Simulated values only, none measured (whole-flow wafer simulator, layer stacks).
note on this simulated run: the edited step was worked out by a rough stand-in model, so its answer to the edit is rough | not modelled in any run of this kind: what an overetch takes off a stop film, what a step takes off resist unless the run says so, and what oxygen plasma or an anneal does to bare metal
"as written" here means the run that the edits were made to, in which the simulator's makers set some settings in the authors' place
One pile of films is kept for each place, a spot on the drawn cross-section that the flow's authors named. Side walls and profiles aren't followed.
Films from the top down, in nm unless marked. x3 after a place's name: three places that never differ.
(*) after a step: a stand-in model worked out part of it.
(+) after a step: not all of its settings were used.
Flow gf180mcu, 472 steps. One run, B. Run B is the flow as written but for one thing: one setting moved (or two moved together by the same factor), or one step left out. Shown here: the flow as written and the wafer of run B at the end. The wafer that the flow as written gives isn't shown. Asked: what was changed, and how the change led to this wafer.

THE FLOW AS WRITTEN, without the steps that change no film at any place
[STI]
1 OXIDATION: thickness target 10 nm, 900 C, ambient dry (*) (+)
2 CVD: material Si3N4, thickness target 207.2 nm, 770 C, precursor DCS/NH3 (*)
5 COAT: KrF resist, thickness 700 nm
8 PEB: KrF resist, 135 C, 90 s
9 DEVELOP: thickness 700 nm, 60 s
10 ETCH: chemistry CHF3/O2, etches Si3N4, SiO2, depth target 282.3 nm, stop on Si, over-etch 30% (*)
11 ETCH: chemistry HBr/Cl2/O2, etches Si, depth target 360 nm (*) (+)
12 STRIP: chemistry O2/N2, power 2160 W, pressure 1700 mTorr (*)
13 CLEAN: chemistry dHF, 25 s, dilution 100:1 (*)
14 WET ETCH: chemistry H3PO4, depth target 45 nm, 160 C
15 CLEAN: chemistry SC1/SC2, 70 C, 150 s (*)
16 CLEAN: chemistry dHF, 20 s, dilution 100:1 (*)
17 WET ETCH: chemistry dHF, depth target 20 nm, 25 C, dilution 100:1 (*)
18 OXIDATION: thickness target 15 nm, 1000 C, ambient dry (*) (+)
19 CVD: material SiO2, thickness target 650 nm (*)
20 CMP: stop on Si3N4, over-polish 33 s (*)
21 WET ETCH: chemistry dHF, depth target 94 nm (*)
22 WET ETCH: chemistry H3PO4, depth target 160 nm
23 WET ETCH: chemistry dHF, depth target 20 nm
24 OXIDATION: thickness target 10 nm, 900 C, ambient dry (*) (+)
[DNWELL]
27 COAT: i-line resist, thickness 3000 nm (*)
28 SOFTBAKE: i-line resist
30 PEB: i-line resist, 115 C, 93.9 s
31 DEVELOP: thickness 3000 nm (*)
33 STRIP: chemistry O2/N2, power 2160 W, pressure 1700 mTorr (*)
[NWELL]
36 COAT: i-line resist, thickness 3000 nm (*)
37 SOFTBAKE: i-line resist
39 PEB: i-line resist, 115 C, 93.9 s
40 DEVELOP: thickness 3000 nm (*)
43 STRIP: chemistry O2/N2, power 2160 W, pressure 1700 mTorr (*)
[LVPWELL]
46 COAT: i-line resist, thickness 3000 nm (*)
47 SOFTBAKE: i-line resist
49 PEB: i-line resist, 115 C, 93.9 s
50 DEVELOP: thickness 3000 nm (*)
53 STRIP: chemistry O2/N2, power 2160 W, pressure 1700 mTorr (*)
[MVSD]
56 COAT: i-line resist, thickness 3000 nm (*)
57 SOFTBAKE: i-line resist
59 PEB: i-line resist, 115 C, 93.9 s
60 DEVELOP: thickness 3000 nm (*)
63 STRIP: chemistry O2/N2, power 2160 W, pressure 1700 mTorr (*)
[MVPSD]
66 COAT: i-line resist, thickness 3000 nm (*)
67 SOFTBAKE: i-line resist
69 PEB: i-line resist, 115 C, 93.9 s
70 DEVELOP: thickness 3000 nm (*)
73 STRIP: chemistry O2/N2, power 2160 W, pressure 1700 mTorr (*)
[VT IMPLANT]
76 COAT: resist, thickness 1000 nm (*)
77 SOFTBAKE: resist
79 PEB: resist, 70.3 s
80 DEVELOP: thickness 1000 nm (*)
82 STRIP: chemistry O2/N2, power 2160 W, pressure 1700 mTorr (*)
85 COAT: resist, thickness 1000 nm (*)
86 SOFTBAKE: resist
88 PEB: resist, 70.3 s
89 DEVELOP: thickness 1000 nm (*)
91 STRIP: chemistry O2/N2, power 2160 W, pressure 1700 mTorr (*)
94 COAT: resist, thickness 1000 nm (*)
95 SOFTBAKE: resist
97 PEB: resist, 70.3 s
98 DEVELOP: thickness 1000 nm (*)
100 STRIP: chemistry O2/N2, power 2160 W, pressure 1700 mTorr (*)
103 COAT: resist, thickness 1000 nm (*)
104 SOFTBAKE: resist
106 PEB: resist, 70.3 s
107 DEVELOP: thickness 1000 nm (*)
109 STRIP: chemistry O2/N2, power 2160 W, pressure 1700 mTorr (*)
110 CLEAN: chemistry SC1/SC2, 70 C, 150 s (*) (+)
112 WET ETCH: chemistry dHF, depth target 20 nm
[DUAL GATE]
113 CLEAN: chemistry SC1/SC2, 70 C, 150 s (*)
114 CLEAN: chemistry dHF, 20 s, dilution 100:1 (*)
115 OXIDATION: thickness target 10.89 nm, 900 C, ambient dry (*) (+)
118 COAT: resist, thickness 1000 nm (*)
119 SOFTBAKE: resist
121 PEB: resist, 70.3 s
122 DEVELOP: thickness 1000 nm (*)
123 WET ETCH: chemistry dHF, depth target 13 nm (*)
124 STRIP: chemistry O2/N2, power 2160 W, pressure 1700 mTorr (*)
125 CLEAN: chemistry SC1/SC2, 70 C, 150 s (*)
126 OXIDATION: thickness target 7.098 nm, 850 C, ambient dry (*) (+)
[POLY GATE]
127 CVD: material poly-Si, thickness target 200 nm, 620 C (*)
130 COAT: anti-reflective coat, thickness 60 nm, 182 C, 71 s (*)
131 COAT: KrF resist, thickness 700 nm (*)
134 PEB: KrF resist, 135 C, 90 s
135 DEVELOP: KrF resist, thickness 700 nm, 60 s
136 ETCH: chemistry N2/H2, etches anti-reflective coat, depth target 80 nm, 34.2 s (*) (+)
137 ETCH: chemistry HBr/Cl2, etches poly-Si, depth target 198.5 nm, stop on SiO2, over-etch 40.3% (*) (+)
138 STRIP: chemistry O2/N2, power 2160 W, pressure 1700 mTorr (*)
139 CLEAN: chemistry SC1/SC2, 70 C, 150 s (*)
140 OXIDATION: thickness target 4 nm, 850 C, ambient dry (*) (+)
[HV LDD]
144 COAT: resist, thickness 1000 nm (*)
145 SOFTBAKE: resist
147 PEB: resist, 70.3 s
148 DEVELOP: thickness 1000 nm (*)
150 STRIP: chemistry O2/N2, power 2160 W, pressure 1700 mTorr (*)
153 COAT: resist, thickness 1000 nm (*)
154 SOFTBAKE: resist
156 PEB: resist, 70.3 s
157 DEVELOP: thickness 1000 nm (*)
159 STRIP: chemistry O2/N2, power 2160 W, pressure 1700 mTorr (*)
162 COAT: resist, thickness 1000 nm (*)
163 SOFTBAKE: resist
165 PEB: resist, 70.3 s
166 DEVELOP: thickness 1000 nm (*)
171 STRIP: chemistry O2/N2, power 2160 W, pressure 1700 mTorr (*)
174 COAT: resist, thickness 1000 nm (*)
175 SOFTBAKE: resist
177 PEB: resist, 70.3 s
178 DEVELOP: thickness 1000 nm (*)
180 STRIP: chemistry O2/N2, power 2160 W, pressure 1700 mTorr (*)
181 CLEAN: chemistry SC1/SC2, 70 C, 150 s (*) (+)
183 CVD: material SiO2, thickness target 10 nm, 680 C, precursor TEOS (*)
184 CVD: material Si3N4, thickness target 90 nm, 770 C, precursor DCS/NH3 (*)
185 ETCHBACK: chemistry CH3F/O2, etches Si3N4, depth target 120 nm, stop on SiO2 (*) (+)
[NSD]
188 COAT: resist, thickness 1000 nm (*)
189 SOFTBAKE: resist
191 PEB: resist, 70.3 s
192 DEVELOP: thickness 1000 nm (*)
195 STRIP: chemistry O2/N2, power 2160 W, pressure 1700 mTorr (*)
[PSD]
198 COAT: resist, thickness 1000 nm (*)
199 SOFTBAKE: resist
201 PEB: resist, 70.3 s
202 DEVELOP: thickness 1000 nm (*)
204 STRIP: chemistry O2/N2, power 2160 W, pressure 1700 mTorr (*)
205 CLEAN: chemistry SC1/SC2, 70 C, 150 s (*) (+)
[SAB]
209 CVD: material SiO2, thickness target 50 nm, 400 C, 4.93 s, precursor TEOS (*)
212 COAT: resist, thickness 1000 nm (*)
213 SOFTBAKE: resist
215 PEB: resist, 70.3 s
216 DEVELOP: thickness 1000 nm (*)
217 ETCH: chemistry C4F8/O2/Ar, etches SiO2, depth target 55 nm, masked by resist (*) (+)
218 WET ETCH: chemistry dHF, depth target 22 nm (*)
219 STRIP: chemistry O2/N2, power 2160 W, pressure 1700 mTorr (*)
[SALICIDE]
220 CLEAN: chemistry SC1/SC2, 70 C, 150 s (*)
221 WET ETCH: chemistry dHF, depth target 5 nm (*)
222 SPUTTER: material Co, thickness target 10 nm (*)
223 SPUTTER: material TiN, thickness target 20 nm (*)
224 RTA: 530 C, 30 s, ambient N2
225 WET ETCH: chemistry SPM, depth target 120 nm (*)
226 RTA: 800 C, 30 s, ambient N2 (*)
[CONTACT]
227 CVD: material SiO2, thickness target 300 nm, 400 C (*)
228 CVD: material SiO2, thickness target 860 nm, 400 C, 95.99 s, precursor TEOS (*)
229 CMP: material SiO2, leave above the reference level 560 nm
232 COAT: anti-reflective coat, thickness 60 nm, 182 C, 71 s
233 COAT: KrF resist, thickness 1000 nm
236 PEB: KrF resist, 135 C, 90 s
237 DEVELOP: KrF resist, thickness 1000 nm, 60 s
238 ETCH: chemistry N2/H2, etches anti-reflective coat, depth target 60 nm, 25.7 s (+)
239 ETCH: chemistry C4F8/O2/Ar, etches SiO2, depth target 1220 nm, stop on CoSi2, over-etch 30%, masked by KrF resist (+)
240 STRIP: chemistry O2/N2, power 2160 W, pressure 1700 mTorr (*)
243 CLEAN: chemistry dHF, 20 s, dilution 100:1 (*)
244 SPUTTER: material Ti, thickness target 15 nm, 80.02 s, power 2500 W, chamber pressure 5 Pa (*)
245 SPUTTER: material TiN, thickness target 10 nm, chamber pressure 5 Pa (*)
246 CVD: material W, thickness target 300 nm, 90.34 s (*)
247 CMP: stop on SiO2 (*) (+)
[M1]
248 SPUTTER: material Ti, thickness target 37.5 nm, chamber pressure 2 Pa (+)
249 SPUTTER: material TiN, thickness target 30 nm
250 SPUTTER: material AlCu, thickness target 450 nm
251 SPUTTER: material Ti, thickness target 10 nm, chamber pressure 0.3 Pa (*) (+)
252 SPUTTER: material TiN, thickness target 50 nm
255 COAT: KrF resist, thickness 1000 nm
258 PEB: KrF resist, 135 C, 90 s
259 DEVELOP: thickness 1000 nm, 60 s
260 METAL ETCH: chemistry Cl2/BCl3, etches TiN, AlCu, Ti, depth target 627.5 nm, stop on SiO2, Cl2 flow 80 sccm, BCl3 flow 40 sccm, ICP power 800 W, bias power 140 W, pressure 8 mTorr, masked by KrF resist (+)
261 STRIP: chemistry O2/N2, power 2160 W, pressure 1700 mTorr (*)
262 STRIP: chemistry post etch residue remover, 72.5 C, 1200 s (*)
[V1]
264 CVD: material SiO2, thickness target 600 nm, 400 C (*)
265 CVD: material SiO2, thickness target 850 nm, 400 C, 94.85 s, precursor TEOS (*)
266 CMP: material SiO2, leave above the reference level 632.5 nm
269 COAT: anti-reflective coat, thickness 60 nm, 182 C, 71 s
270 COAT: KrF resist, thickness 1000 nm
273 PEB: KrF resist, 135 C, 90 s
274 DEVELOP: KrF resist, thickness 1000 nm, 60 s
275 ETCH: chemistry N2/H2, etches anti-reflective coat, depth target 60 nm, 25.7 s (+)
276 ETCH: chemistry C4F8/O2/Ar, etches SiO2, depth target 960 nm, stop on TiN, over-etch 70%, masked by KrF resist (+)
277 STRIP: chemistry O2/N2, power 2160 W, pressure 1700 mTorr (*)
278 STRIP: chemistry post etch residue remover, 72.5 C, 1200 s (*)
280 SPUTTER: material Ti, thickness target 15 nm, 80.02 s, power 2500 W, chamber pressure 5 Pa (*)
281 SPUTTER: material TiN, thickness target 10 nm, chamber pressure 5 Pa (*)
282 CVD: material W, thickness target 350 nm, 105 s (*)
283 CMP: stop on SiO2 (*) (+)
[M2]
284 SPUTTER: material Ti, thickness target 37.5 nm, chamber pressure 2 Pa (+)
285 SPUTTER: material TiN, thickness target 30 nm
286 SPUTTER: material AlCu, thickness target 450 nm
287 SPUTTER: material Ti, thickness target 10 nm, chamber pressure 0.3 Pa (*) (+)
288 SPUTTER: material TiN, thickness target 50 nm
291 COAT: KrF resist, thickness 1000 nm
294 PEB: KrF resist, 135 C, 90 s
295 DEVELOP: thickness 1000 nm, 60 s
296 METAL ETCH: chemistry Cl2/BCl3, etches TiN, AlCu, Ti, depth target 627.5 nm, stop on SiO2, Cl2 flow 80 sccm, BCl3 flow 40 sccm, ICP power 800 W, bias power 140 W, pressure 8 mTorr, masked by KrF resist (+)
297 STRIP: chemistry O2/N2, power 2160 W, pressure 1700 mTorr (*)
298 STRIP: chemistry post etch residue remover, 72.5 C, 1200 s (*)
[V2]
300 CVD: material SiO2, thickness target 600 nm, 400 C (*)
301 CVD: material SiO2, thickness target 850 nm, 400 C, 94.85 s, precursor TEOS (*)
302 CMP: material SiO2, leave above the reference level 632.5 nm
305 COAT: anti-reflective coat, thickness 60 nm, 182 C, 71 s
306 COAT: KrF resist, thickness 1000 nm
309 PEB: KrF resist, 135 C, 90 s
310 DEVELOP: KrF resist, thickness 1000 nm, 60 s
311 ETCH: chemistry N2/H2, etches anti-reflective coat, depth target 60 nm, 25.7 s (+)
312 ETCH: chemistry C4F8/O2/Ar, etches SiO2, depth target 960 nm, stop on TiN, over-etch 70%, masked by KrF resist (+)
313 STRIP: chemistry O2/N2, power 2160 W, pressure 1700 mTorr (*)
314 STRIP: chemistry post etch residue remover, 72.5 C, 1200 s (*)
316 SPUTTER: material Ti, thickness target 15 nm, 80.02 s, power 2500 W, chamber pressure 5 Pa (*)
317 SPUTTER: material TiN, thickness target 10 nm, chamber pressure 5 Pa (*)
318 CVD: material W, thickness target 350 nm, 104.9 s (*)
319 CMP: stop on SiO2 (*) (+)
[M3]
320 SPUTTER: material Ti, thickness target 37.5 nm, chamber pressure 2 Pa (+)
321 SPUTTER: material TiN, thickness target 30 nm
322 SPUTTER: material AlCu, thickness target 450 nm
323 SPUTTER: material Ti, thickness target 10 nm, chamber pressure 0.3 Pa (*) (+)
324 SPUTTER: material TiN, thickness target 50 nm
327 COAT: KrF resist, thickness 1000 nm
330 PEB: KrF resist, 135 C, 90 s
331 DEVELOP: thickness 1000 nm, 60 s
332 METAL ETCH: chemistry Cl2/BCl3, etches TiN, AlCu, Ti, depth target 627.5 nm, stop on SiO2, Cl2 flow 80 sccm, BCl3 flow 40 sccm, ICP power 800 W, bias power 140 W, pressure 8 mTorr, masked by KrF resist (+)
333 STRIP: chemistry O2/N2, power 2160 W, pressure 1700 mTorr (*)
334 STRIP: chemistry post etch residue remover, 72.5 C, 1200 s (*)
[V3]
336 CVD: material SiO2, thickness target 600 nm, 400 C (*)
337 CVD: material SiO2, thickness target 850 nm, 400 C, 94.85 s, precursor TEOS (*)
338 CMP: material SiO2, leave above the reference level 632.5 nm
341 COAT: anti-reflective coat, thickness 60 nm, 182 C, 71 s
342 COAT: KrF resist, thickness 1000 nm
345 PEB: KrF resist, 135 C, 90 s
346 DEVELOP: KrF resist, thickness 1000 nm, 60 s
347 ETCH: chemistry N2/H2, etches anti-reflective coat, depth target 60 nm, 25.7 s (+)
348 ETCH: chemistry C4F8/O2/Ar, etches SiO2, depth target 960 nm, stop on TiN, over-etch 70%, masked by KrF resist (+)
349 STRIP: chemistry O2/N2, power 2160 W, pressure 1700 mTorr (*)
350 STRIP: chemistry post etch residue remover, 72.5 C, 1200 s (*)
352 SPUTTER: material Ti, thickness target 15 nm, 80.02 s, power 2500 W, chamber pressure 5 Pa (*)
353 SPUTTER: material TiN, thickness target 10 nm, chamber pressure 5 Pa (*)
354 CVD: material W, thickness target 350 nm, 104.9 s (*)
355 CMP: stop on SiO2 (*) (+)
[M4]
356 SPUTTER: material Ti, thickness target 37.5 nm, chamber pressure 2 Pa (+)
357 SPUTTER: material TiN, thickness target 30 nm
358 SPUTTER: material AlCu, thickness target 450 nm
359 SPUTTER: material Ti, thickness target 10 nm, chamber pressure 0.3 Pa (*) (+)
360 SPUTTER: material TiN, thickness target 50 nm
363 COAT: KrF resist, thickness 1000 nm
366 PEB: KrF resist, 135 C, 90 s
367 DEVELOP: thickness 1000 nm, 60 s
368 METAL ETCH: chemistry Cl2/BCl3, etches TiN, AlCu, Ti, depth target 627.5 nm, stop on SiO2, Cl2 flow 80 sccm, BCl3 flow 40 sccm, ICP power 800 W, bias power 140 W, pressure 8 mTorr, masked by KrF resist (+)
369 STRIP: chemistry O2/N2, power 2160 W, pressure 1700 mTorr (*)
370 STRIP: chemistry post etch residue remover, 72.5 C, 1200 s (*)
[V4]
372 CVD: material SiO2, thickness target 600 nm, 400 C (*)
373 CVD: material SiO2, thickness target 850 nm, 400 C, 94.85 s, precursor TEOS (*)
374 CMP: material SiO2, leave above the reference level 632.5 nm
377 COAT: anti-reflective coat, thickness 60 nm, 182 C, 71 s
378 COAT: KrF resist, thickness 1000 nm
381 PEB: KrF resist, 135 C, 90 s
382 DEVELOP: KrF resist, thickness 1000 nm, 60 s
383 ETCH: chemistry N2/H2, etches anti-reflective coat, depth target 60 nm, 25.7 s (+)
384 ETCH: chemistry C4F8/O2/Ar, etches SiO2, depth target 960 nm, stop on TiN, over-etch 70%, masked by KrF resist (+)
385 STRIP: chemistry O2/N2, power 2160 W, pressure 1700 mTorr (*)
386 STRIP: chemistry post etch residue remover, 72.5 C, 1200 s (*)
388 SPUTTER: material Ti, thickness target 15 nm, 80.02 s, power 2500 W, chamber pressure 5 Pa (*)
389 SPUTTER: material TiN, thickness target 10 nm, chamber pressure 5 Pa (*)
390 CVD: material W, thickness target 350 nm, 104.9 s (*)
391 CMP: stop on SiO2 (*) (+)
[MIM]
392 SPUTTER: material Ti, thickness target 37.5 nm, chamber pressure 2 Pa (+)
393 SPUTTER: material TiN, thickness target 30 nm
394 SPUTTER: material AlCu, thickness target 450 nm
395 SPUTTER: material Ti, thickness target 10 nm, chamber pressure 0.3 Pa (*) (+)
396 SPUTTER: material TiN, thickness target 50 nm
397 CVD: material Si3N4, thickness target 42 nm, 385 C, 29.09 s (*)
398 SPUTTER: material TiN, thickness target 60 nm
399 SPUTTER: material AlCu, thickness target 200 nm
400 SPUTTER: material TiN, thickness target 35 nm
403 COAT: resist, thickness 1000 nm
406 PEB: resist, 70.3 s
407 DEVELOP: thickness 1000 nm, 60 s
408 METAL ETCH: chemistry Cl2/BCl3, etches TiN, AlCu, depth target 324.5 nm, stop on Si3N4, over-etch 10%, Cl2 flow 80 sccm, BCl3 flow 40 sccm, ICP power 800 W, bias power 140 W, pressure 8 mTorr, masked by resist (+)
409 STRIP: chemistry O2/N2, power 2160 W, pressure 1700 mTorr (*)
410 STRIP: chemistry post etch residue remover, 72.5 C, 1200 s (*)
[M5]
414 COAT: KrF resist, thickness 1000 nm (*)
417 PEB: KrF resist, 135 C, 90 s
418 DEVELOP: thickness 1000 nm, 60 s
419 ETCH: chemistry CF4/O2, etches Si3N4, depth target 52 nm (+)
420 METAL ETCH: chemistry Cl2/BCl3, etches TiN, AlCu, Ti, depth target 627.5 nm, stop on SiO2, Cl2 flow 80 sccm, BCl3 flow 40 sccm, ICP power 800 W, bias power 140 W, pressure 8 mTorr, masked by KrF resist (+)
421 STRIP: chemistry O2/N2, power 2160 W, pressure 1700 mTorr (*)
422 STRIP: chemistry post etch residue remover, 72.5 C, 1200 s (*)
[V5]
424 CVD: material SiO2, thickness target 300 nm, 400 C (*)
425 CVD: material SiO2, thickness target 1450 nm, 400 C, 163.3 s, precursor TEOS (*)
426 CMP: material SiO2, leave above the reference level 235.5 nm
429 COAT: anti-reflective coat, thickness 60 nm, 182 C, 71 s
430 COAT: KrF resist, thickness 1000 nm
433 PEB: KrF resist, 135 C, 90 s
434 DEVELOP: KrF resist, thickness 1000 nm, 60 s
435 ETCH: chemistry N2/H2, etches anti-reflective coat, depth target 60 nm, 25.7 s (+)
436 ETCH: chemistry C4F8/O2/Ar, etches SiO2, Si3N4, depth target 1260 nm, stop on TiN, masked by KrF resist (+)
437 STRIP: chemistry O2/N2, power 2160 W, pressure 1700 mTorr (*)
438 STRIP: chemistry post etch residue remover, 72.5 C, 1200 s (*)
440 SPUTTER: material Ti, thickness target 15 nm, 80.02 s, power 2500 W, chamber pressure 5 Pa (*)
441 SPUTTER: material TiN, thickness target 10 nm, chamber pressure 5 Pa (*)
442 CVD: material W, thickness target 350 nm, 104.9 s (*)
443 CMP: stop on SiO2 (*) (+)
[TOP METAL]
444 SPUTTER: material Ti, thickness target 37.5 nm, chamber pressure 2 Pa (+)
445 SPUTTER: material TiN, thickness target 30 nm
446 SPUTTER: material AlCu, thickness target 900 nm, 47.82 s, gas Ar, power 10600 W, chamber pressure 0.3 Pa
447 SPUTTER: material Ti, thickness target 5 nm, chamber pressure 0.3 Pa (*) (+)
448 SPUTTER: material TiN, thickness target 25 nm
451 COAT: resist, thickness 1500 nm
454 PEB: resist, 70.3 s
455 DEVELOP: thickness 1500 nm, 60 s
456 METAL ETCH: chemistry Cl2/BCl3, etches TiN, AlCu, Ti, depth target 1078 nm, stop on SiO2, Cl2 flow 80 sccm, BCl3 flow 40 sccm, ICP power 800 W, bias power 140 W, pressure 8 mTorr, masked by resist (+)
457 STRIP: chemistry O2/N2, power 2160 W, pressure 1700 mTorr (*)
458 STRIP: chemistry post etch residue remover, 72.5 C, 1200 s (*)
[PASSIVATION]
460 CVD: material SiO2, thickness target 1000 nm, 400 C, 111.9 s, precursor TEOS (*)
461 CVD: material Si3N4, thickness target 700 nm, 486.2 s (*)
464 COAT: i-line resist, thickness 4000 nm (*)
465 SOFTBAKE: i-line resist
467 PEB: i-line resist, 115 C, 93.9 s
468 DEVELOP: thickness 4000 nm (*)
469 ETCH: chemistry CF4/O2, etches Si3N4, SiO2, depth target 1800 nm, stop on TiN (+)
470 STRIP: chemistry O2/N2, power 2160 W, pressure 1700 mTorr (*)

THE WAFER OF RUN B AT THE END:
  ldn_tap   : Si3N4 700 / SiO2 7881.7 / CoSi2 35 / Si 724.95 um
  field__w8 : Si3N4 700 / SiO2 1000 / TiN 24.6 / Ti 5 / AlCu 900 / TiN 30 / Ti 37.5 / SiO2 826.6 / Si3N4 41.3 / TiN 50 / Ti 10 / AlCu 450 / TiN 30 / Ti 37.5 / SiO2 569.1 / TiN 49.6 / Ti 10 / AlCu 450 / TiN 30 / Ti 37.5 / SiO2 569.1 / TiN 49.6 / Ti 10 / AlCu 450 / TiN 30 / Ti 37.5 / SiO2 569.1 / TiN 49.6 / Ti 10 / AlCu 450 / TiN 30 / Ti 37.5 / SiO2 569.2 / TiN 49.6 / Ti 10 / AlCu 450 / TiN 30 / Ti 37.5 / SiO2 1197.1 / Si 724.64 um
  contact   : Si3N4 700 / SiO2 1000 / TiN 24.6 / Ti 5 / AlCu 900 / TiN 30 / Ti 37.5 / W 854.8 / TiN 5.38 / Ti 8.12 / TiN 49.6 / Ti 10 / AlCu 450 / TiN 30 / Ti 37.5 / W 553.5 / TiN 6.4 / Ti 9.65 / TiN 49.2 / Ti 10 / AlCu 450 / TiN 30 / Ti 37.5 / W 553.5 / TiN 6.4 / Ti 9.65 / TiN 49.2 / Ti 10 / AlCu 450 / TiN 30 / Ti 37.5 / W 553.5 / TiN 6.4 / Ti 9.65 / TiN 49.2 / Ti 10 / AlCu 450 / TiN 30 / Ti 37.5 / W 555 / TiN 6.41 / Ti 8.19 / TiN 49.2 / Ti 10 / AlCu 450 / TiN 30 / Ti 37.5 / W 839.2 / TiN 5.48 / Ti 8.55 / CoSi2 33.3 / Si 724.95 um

The cause: step 280, SPUTTER: 68.02 s was run, where the flow has 80.02 s.

How the change led to this, step by step:
  280 SPUTTER: material Ti, thickness target 15 nm, 80.02 s, power 2500 W, chamber pressure 5 Pa (*)
      field, field__w1, field__w2 and 107 more: Ti +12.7 (new film) (as written it would be: Ti +15 (new film))
      contact: Ti +8.19 (new film) (as written it would be: Ti +9.65 (new film))
  283 CMP: stop on SiO2 (*) (+)
      field, field__w1, field__w2 and 107 more: W -350 (all of it), TiN -10 (all of it), Ti -12.7 (all of it), SiO2 -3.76 (as written it would be: W -350 (all of it), TiN -10 (all of it), Ti -15 (all of it), SiO2 -3.78)
